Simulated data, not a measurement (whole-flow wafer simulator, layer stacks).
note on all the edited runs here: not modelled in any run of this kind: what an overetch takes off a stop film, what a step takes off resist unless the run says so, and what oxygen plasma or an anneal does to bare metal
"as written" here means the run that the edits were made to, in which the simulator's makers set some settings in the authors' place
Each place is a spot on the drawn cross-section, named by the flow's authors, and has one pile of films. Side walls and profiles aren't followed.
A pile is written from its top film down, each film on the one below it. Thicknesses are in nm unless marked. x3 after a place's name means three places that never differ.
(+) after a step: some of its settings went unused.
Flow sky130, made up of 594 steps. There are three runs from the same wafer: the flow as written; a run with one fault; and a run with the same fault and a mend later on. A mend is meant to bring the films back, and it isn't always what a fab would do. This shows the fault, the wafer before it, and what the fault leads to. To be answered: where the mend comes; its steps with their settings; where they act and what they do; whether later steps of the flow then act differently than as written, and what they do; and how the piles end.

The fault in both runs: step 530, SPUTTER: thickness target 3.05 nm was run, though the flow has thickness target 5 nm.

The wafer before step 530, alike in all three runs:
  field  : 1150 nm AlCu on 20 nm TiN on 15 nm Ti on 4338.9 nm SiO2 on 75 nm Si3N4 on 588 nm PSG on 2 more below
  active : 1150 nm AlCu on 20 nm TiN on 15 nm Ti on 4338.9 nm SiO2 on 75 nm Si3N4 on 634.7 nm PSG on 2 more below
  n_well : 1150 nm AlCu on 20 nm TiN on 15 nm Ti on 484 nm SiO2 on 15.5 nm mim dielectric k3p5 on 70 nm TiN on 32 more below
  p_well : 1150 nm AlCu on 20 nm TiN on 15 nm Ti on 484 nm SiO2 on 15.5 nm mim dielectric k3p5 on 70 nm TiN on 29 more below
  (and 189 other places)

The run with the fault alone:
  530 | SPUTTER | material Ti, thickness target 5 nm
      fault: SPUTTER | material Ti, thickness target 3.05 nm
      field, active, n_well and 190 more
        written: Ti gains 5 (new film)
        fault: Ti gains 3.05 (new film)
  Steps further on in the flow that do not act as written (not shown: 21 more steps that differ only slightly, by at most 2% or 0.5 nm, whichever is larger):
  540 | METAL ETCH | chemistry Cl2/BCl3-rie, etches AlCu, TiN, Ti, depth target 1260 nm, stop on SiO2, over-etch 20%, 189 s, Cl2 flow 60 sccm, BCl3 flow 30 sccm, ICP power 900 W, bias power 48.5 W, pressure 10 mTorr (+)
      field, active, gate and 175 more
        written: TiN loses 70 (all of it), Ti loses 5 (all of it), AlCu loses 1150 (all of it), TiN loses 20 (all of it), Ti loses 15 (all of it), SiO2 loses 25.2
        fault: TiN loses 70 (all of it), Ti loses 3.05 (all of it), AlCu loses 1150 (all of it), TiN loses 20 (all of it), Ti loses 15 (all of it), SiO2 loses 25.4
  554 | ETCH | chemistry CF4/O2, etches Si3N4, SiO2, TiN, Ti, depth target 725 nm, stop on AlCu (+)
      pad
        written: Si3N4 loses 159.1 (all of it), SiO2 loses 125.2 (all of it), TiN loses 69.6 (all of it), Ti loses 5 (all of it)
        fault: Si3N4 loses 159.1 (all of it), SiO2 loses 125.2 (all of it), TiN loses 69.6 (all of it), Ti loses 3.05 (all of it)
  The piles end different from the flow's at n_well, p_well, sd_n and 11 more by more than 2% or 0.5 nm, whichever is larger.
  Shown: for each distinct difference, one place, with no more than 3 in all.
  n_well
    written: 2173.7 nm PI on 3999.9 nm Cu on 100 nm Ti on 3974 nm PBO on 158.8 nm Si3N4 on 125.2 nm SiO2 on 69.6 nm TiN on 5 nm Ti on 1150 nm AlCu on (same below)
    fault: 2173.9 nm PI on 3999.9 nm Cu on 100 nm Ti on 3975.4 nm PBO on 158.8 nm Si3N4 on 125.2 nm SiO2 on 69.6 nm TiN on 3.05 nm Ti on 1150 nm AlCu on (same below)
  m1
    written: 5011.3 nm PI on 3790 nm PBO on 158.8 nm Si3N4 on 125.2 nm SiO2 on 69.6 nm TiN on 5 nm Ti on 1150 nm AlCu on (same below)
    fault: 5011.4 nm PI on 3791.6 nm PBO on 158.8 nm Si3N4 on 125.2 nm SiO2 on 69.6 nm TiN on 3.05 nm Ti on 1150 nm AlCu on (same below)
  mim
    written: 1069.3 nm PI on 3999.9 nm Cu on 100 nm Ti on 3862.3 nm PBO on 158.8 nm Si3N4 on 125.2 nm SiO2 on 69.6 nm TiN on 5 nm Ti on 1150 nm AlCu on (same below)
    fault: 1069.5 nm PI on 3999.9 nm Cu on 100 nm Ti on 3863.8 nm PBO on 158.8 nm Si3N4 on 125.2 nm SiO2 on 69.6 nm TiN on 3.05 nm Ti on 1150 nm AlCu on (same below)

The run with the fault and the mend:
  The mend stands after step 530.
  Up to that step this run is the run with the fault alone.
  530a | SPUTTER | material Ti, thickness target 1.95 nm (a further turn of the flow's step 530, with different settings)
      field, active, n_well and 190 more
        Ti gains 1.95
  Every later step of the flow that is run acts as written at every place that is followed.
  The piles end the same as the flow's at every place that both follow.
